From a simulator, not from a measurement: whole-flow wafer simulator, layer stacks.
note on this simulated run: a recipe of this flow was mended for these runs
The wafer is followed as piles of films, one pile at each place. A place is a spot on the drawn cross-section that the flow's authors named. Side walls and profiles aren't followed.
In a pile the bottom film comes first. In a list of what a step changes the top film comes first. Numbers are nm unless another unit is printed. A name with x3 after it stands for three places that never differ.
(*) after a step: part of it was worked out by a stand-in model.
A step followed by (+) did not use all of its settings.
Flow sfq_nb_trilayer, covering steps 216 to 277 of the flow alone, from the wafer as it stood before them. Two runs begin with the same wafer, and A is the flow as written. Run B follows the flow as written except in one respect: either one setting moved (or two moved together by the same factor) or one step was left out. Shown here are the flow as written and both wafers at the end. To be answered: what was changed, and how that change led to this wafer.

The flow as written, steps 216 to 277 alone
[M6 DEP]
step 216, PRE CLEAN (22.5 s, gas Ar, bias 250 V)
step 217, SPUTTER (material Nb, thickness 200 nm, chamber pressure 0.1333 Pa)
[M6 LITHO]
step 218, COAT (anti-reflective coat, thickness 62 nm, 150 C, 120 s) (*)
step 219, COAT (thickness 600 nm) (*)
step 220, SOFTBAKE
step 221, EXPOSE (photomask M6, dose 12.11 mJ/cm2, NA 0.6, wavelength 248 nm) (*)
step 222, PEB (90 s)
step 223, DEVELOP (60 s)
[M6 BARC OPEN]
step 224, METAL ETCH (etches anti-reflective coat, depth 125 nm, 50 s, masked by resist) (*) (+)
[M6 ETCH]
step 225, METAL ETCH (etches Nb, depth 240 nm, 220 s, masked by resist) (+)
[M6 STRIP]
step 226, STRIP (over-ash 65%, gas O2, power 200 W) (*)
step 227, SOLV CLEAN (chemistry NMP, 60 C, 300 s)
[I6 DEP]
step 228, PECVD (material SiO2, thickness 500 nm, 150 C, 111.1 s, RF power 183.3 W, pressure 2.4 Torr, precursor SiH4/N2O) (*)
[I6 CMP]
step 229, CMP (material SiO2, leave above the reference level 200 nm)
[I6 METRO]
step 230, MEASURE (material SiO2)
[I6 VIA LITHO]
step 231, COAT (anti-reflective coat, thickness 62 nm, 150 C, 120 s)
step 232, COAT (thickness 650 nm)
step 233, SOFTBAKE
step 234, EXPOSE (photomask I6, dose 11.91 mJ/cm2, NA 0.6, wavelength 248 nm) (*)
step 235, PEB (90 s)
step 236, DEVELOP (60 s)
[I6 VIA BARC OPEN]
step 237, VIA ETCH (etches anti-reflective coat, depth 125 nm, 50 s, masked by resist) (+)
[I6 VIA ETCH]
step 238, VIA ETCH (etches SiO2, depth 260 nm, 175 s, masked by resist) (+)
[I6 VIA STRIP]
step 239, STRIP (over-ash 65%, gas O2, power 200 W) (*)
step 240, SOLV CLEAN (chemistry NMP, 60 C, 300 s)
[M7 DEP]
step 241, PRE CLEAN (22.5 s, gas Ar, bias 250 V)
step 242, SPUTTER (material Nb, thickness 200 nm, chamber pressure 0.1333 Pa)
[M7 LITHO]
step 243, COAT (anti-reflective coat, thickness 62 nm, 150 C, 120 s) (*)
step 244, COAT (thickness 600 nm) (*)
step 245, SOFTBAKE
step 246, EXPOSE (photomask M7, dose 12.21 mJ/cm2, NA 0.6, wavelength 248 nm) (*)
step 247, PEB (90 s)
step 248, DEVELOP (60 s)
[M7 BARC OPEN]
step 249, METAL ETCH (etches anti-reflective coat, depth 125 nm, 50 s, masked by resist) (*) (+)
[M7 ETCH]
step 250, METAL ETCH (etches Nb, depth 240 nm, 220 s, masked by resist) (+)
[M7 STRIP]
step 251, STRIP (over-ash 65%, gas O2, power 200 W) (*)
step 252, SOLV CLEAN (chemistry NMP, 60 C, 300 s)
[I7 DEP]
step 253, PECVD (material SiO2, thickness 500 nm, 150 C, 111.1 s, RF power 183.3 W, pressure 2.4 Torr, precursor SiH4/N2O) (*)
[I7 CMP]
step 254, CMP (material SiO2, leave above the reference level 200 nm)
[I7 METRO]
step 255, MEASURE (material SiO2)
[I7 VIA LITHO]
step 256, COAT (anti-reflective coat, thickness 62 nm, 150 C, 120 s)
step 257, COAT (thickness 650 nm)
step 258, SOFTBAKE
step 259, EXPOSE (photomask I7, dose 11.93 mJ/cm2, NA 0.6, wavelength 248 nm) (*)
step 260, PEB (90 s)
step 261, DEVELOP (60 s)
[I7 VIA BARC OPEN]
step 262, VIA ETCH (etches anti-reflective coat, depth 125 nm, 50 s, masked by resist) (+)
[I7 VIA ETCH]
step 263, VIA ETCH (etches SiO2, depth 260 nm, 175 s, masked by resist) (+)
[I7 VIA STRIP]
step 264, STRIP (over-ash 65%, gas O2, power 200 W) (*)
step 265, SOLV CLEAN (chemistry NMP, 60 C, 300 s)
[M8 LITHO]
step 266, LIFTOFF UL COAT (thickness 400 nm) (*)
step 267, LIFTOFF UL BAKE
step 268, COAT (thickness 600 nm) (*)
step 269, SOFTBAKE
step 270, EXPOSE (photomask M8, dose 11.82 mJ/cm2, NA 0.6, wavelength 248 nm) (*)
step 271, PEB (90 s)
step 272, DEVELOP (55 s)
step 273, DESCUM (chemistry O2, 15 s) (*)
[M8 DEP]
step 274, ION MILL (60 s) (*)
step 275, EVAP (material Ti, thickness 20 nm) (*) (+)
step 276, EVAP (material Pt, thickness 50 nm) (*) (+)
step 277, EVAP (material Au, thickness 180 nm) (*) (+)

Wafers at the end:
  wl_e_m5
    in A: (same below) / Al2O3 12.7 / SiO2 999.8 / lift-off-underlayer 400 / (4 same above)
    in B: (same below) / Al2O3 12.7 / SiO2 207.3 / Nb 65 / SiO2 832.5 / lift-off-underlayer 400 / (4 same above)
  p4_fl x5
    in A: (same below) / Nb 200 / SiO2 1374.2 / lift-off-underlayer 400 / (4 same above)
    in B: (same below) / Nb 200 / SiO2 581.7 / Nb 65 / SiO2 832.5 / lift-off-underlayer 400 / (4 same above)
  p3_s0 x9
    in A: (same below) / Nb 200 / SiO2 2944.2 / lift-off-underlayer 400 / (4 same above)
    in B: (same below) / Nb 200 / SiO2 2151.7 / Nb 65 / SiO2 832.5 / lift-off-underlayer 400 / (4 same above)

Cause: step 217, SPUTTER: thickness 305 nm was run, while the flow as written has thickness 200 nm.

How this came from the change, step by step:
  step 217, SPUTTER (material Nb, thickness 200 nm, chamber pressure 0.1333 Pa)
      field_l, v_sur, via_wl and 100 more: A +200 Nb (new film) | B +305 Nb (new film)
      be: A +145.8 Nb | B +220.4 Nb
      (as well as at 2 more places)
  step 218, COAT (anti-reflective coat, thickness 62 nm, 150 C, 120 s) (*)
      wire: A +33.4 anti-reflective coat (new film) | B +35.3 anti-reflective coat (new film)
      be: A +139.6 anti-reflective coat (new film) | B +150.2 anti-reflective coat (new film)
      (as well as at 2 more places)
  step 219, COAT (thickness 600 nm) (*)
      be: A +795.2 KrF-resist-other-grade (new film) | B +812.8 KrF-resist-other-grade (new film)
  step 225, METAL ETCH (etches Nb, depth 240 nm, 220 s, masked by resist) (+)
      field_l, gap, moat and 76 more: A -200 Nb (all of it), -4 SiO2 | B -240 Nb
  step 226, STRIP (over-ash 65%, gas O2, power 200 W) (*)
      wire: A -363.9 KrF-resist-other-grade (all of it), -33.4 anti-reflective coat (all of it) | B -360.9 KrF-resist-other-grade (all of it), -35.3 anti-reflective coat (all of it)
      be: A -559.4 KrF-resist-other-grade (all of it), -139.6 anti-reflective coat (all of it) | B -576.8 KrF-resist-other-grade (all of it), -150.2 anti-reflective coat (all of it)
      (as well as at 2 more places)
  step 228, PECVD (material SiO2, thickness 500 nm, 150 C, 111.1 s, RF power 183.3 W, pressure 2.4 Torr, precursor SiH4/N2O) (*)
      field_l, p4_fl x5, p4_w1 x9 and 50 more: A +500 SiO2 | B +500 SiO2 (new film)
      moat, field_r, lsp_l, ln_m5, lsp_m: A +493.5 SiO2 | B +492.3 SiO2 (new film)
      (as well as at 10 more places)
  step 229, CMP (material SiO2, leave above the reference level 200 nm)
      field_l, p4_fl x5, p4_w1 x9 and 47 more: A -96 SiO2 | B -60 SiO2
      moat, field_r, lsp_l, ln_m5, lsp_m: A -89.5 SiO2 | B -52.3 SiO2
      (as well as at 9 more places)
With metal films that touch counted as one body, wl_e_m5 has 8 bodies (between them, from the top down: KrF-resist-other-grade 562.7 / lift-off-underlayer 400 / SiO2 832.5; SiO2 207.3 / Al2O3 12.7 / Nb2O5 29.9; SiO2 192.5; SiO2 192.5; SiO2 192.5; SiO2 192.5; SiO2 192.5); the flow as written gives 7 bodies (between them, from the top down: KrF-resist-other-grade 562.7 / lift-off-underlayer 400 / SiO2 999.8 / Al2O3 12.7 / Nb2O5 29.9; SiO2 192.5; SiO2 192.5; SiO2 192.5; SiO2 192.5; SiO2 192.5).
With metal films that touch counted as one body, p4_fl x5 has 4 bodies (between them, from the top down: KrF-resist-other-grade 562.7 / lift-off-underlayer 400 / SiO2 832.5; SiO2 581.7; SiO2 1370); the flow as written gives 3 bodies (between them, from the top down: KrF-resist-other-grade 562.7 / lift-off-underlayer 400 / SiO2 1374.2; SiO2 1370).
With metal films that touch counted as one body, p3_s0 x9 has 3 bodies (between them, from the top down: KrF-resist-other-grade 562.7 / lift-off-underlayer 400 / SiO2 832.5; SiO2 2151.7); the flow as written gives 2 bodies (between them, from the top down: KrF-resist-other-grade 562.7 / lift-off-underlayer 400 / SiO2 2944.2).
